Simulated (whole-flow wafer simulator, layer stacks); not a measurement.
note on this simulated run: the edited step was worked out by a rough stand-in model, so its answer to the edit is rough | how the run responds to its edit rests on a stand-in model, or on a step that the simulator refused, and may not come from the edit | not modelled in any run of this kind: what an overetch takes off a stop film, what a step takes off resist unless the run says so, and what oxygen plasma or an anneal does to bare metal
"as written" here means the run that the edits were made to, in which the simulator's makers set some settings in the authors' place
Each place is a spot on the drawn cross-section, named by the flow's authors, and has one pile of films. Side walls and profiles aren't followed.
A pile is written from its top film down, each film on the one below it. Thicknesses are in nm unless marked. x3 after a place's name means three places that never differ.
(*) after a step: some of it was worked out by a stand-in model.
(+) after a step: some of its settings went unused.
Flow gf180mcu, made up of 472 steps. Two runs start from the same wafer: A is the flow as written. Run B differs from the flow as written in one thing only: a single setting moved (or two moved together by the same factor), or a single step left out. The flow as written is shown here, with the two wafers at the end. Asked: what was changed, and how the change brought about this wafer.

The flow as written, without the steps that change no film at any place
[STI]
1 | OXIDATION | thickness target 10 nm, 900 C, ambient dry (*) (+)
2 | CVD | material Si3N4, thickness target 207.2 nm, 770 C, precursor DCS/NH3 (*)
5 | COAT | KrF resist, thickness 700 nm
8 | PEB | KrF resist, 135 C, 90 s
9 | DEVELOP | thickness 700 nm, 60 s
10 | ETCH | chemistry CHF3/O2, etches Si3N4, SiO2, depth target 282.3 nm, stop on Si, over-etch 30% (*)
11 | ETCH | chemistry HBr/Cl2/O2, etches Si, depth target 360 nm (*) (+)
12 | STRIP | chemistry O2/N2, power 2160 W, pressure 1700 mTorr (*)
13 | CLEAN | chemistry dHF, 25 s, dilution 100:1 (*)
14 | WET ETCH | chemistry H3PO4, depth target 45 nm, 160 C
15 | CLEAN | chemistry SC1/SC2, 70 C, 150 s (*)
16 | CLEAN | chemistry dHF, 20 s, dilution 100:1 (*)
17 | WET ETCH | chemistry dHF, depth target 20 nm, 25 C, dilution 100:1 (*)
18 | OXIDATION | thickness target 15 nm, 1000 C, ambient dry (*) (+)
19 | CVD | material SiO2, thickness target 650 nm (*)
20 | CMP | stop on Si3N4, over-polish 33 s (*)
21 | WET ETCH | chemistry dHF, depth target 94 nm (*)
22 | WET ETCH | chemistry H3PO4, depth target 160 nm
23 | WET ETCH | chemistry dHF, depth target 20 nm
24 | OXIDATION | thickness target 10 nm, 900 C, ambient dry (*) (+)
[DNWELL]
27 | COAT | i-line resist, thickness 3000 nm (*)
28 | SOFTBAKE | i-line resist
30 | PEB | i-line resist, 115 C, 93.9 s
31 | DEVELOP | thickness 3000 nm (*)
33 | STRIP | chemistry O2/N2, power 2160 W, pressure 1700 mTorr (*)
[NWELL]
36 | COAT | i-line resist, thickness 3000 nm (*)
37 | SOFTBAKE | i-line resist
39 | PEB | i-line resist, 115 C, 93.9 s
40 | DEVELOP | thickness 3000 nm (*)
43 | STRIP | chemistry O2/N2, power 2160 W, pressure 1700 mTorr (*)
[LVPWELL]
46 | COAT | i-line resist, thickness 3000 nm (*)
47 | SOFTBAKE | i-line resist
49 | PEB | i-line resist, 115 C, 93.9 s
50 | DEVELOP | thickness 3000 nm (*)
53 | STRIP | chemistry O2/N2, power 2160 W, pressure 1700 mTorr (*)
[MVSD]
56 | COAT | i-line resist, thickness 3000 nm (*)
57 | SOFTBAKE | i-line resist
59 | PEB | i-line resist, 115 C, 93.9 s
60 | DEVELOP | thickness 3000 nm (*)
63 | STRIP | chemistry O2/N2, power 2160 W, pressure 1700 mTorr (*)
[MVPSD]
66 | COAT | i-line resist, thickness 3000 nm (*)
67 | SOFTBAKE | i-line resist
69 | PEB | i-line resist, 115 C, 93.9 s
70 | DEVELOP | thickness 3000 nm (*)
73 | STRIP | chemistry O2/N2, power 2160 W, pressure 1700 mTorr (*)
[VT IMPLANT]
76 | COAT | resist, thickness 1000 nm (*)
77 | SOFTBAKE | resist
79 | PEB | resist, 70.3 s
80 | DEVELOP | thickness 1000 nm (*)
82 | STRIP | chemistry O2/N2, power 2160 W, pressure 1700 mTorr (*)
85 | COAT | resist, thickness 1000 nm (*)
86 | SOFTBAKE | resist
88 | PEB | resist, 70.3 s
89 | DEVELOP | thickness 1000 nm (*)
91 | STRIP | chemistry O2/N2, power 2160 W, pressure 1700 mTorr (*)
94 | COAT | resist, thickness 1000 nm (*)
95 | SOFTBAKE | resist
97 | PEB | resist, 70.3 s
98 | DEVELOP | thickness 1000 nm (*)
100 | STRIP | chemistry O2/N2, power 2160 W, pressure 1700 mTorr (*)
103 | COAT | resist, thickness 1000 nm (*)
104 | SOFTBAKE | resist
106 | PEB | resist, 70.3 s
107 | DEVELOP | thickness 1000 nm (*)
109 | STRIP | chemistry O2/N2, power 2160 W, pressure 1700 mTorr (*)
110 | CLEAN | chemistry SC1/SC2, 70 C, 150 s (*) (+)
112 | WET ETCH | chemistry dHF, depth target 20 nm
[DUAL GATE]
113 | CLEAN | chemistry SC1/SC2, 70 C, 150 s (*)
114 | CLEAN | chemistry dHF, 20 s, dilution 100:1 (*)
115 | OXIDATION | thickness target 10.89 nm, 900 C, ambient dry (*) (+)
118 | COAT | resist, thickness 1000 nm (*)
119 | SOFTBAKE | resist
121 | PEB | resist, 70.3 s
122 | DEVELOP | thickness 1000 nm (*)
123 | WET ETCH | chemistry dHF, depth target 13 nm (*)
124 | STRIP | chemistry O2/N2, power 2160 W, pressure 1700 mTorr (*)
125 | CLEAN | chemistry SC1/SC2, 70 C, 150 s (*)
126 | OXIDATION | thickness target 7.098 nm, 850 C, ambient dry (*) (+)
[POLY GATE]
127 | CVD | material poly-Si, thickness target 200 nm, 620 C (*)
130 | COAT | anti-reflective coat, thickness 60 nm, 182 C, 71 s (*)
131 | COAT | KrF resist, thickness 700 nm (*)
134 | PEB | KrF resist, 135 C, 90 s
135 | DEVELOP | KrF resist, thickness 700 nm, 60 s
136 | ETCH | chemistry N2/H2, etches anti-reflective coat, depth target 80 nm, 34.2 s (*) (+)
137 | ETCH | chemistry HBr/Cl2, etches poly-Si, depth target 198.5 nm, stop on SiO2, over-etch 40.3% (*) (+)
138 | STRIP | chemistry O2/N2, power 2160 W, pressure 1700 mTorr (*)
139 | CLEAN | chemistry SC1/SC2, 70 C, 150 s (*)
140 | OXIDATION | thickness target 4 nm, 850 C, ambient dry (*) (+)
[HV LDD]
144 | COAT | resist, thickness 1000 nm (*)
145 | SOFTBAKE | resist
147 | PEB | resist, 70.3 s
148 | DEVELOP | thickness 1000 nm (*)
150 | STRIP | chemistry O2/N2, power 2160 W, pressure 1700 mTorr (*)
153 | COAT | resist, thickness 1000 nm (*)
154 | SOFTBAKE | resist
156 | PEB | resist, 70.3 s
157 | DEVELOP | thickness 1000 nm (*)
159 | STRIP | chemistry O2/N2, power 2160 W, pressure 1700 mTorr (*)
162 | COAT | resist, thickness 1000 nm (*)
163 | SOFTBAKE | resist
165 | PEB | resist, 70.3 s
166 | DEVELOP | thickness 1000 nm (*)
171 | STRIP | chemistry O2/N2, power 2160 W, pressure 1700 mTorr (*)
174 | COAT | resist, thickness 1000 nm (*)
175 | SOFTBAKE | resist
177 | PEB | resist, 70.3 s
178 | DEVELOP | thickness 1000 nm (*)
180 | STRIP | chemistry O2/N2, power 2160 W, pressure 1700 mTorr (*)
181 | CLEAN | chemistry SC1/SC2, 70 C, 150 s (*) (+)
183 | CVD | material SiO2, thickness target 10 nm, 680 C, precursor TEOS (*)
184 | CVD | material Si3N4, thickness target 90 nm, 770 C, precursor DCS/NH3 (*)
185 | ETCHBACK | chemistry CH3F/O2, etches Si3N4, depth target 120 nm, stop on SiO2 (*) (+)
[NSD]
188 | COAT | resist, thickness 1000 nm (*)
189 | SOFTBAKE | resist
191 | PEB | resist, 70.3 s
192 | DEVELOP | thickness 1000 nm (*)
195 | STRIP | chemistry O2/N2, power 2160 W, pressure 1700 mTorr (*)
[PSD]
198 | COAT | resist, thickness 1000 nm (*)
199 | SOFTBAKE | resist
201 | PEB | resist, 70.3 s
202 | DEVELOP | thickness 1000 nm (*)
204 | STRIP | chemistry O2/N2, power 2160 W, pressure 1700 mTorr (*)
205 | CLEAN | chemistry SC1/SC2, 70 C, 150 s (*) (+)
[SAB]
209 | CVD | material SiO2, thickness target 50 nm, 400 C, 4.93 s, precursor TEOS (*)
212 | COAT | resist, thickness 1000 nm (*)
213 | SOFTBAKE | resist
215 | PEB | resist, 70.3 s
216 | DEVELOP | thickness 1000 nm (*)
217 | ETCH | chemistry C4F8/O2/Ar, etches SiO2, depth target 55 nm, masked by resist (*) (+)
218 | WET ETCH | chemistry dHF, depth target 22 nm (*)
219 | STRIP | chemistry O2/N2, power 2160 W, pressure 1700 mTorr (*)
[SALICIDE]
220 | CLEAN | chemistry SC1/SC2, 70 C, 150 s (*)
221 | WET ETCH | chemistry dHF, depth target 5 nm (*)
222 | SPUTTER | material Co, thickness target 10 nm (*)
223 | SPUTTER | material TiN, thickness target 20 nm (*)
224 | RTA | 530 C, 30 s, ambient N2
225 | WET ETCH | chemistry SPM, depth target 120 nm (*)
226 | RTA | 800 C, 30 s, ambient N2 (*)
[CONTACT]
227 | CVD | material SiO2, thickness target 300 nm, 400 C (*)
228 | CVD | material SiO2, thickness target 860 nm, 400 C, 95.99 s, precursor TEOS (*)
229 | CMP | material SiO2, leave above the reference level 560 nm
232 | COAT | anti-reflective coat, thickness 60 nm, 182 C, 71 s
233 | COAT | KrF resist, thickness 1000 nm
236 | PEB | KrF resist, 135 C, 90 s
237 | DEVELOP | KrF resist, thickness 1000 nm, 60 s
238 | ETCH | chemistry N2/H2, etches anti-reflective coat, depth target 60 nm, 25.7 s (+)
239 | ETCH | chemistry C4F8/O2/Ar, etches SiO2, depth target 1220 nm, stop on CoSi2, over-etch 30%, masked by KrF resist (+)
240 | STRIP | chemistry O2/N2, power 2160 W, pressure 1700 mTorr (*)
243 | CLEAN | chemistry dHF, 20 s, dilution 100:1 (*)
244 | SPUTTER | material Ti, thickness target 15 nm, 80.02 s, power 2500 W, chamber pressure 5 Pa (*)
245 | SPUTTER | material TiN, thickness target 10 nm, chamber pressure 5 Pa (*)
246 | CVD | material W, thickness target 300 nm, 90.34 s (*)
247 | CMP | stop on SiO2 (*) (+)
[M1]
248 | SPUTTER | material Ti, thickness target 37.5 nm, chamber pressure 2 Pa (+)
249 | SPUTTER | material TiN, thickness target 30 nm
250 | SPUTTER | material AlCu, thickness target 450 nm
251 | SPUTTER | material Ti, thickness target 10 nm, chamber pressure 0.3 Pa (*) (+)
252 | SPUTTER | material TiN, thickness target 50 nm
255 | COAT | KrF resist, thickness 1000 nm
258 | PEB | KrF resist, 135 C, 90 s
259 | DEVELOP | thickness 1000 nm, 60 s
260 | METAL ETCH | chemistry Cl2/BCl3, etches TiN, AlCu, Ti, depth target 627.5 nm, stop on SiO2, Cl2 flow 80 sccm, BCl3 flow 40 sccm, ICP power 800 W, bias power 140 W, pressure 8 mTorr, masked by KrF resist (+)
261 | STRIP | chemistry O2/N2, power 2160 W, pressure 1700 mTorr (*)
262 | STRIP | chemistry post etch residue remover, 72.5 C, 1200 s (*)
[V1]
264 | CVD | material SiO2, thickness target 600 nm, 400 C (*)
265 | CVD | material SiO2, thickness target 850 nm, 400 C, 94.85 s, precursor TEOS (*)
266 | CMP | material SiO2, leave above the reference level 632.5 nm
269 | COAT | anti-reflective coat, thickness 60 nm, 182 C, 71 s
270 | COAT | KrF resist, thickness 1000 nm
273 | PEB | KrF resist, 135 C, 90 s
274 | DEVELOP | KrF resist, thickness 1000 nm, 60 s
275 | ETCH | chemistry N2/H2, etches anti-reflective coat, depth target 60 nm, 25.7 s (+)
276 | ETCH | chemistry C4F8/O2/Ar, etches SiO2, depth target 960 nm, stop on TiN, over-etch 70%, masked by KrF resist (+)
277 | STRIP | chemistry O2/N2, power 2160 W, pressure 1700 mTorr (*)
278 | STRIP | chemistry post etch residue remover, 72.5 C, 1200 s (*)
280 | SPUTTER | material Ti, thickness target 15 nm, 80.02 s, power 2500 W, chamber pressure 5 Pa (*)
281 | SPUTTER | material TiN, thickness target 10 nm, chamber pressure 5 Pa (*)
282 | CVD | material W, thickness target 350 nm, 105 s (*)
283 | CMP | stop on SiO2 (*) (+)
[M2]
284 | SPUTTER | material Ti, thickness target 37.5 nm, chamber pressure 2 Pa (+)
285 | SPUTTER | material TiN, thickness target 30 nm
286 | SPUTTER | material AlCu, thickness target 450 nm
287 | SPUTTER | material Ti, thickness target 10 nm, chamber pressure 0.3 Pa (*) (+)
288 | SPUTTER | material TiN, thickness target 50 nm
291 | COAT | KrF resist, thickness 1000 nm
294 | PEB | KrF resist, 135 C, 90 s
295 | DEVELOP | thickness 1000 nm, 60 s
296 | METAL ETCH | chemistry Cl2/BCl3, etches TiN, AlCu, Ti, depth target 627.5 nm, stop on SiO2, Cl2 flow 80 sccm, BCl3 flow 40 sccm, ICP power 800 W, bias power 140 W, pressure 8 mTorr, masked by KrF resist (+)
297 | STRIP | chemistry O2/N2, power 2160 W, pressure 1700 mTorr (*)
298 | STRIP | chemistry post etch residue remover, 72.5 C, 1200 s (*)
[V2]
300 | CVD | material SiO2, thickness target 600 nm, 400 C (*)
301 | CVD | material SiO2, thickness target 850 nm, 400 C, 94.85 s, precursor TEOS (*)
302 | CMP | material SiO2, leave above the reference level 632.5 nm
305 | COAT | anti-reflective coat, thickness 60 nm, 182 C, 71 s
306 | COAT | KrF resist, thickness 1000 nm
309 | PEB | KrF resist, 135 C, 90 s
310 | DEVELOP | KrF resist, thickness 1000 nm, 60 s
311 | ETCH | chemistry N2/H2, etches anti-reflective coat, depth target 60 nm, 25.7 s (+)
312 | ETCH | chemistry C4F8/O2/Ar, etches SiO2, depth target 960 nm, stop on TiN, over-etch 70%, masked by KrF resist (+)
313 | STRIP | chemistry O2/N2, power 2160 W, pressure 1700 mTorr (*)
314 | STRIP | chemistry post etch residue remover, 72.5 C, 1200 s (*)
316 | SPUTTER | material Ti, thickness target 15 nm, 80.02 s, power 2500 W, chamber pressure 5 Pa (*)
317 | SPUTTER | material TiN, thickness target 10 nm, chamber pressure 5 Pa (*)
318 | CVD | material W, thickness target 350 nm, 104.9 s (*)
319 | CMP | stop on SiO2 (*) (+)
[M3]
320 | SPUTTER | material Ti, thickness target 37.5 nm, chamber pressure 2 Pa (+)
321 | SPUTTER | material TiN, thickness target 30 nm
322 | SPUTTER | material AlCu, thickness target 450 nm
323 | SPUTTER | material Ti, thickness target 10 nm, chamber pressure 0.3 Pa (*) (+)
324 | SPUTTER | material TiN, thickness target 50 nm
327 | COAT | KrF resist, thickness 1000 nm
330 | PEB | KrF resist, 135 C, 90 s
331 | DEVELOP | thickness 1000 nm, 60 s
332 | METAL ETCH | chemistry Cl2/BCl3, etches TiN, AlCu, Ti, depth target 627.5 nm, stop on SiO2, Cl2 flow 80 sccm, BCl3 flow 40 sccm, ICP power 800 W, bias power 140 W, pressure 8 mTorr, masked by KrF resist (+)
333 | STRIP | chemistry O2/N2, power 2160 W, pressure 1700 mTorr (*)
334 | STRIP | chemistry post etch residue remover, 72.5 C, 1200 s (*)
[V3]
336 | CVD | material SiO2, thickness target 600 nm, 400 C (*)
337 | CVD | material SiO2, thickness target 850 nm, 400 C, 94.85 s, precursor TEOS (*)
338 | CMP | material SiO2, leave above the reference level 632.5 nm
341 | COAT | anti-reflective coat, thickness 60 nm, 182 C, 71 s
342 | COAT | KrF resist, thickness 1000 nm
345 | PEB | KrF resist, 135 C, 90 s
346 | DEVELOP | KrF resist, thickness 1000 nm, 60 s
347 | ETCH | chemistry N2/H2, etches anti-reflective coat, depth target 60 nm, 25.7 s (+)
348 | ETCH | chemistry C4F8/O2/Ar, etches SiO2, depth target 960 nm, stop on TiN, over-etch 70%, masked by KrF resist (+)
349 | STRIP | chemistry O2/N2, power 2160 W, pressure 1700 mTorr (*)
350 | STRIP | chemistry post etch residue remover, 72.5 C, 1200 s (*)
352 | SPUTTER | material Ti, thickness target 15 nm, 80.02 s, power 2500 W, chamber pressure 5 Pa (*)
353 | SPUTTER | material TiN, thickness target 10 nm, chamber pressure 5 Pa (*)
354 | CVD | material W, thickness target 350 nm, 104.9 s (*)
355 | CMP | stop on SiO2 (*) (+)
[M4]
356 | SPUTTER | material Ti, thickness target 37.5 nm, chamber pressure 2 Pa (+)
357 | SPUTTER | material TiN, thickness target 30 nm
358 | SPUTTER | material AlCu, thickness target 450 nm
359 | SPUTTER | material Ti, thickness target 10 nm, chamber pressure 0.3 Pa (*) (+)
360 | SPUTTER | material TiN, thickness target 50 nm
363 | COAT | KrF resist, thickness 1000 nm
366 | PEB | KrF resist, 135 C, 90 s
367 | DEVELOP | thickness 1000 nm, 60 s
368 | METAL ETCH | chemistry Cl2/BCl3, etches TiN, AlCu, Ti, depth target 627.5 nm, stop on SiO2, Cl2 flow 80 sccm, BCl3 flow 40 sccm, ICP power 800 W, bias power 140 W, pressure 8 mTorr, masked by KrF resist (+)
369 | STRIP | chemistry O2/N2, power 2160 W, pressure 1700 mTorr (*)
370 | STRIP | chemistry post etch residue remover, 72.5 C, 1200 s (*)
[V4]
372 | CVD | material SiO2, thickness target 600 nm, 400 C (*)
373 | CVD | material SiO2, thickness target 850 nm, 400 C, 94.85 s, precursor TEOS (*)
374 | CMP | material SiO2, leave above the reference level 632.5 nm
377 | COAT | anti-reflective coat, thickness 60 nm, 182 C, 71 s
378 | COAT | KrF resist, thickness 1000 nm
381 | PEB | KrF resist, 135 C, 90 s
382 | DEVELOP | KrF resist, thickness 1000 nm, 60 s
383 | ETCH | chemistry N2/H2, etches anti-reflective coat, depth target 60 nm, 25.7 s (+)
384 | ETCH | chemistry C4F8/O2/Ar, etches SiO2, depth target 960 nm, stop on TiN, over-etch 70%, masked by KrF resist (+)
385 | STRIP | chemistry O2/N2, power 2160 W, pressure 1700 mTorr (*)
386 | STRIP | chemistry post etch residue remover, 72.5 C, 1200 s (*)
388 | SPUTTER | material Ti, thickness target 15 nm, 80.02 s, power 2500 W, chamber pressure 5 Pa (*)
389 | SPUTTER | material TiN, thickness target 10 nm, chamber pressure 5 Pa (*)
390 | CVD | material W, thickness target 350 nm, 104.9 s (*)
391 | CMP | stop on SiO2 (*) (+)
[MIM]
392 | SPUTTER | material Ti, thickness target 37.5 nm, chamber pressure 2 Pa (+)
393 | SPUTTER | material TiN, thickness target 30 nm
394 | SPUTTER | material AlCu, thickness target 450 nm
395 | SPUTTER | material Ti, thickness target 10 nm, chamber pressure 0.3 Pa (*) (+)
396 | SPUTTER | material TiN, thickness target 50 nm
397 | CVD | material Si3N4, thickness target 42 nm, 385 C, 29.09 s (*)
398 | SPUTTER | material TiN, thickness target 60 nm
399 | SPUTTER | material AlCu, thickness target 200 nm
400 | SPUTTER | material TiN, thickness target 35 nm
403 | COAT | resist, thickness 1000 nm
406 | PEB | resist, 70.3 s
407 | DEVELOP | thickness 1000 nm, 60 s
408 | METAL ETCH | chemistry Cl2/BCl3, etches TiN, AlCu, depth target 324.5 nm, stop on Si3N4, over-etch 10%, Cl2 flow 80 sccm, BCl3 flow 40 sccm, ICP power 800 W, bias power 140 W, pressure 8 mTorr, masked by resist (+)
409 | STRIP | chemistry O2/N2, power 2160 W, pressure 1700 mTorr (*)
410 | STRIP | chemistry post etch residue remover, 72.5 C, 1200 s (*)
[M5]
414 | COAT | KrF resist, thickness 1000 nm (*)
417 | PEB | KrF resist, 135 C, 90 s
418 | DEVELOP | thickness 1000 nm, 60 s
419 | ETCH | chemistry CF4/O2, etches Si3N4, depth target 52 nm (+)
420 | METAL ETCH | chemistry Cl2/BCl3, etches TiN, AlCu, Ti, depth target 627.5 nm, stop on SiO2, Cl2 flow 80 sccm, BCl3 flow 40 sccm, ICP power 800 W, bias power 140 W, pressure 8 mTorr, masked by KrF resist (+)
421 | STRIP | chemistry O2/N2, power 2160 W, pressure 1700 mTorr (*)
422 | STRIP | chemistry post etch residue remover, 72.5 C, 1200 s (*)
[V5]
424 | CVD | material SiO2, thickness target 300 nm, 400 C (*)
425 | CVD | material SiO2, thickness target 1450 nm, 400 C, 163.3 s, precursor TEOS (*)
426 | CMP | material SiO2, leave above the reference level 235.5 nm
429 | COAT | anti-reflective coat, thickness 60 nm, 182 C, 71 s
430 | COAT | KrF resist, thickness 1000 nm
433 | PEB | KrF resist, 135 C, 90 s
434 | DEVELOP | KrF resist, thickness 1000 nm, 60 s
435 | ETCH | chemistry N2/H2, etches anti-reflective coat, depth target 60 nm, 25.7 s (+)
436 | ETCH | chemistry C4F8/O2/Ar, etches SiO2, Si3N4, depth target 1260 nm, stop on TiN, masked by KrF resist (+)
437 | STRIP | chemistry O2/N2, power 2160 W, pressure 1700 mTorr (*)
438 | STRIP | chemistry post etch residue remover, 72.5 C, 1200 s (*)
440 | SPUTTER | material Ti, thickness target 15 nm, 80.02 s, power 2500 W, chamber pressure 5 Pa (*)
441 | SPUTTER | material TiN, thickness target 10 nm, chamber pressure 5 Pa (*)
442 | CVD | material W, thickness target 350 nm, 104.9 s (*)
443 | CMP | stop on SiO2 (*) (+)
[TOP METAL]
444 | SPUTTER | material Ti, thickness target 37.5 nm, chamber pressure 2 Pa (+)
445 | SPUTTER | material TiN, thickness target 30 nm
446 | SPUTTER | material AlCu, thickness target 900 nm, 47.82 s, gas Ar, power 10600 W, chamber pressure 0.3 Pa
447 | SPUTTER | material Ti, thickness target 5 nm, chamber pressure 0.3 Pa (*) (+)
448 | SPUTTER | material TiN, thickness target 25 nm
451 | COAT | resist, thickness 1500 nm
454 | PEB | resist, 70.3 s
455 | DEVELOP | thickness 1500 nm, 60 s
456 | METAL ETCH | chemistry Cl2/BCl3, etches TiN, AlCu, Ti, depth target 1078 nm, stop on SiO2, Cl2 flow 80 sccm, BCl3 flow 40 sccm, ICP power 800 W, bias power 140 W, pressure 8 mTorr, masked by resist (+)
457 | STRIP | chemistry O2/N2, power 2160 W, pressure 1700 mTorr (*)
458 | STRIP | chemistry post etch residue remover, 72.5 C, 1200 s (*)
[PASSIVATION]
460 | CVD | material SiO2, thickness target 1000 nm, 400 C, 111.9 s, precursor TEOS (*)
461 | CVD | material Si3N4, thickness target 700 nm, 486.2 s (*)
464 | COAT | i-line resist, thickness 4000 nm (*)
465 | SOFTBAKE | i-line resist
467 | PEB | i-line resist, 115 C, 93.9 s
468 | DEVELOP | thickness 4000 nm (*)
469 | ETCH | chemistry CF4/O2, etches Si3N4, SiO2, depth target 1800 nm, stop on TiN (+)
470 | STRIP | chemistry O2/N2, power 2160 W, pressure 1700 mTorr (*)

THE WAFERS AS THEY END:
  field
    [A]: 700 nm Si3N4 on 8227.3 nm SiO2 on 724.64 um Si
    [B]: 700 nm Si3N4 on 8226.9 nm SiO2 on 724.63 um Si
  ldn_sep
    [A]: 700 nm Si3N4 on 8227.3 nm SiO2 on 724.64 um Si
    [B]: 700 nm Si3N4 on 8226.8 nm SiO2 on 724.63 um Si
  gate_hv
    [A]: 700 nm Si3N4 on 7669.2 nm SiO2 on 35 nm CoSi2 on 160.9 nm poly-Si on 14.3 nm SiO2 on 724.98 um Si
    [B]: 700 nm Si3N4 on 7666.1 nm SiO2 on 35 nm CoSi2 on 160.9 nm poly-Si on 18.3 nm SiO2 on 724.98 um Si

The reason: step 115, OXIDATION: thickness target 15.35 nm was run, whereas the flow has thickness target 10.89 nm.

Step by step, how the change led to this:
  115 | OXIDATION | thickness target 10.89 nm, 900 C, ambient dry (*) (+)
      active, n_well, p_well and 40 more: A SiO2 gains 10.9 (new film), Si loses 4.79 | B SiO2 gains 15.3 (new film), Si loses 6.75
      sti, mim_1p0, pad and 19 more: A SiO2 gains 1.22, Si loses 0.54 | B SiO2 gains 2.1, Si loses 0.92
      (and at 27 other places as well)
  123 | WET ETCH | chemistry dHF, depth target 13 nm (*)
      active, n_well, p_well and 12 more: A SiO2 loses 10.9 (all of it) | B SiO2 loses 13
  124 | STRIP | chemistry O2/N2, power 2160 W, pressure 1700 mTorr (*)
      active, n_well, p_well and 12 more: A chemical SiO2 gains 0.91 (new film), Si loses 0.4 | B nothing
  126 | OXIDATION | thickness target 7.098 nm, 850 C, ambient dry (*) (+)
      active, n_well, p_well and 12 more: A SiO2 gains 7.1 (new film), chemical SiO2 loses 0.76 (all of it), Si loses 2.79 | B SiO2 gains 5.09, Si loses 2.24
  130 | COAT | anti-reflective coat, thickness 60 nm, 182 C, 71 s (*)
      p_well, spacer, sd_n: A anti-reflective coat gains 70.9 (new film) | B anti-reflective coat gains 72.6 (new film)
      ld_fp_p, ld_drift_p: A anti-reflective coat gains 47.8 (new film) | B anti-reflective coat gains 48.8 (new film)
      (and at 4 other places as well)
  136 | ETCH | chemistry N2/H2, etches anti-reflective coat, depth target 80 nm, 34.2 s (*) (+)
      p_well, spacer, sd_n: A anti-reflective coat loses 70.9 (all of it), poly-Si loses 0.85 | B anti-reflective coat loses 72.6 (all of it), poly-Si loses 0.8
      ldn_dft, ldp_dft: A anti-reflective coat loses 48.7 (all of it), poly-Si loses 1.42 | B anti-reflective coat loses 49.7 (all of it), poly-Si loses 1.39
      (and at 1 other place as well)
  138 | STRIP | chemistry O2/N2, power 2160 W, pressure 1700 mTorr (*)
      ld_fp_p: A chemical SiO2 gains 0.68 (new film), KrF resist loses 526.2 (all of it), anti-reflective coat loses 47.8 (all of it), poly-Si loses 0.3 | B chemical SiO2 gains 0.68 (new film), KrF resist loses 526 (all of it), anti-reflective coat loses 48.8 (all of it), poly-Si loses 0.3
      ldn_fp: A chemical SiO2 gains 0.68 (new film), KrF resist loses 530.2 (all of it), anti-reflective coat loses 48.5 (all of it), poly-Si loses 0.3 | B chemical SiO2 gains 0.68 (new film), KrF resist loses 530 (all of it), anti-reflective coat loses 49.5 (all of it), poly-Si loses 0.3
      (and at 1 other place as well)
  189 | SOFTBAKE | resist
      field__w9: A resist gains 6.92 | B resist loses 3.07
      active_hv: A resist gains 2.68 | B resist loses 0.58
      (and at 1 other place as well)
  199 | SOFTBAKE | resist
      field__w9: A resist gains 6.92 | B resist loses 3.07
      active_hv: A resist gains 2.68 | B resist loses 0.58
      (and at 1 other place as well)
  218 | WET ETCH | chemistry dHF, depth target 22 nm (*)
      ldn_tap, ldn_src, ldn_drn, ldp_tap, ldp_src, ldp_drn, ldp_gr: A SiO2 loses 16 (all of it) | B SiO2 loses 19.9 (all of it)
      ld_drn_n, ld_sd_p: A SiO2 loses 14.8 (all of it) | B SiO2 loses 18.8 (all of it)
      (and at 5 other places as well)
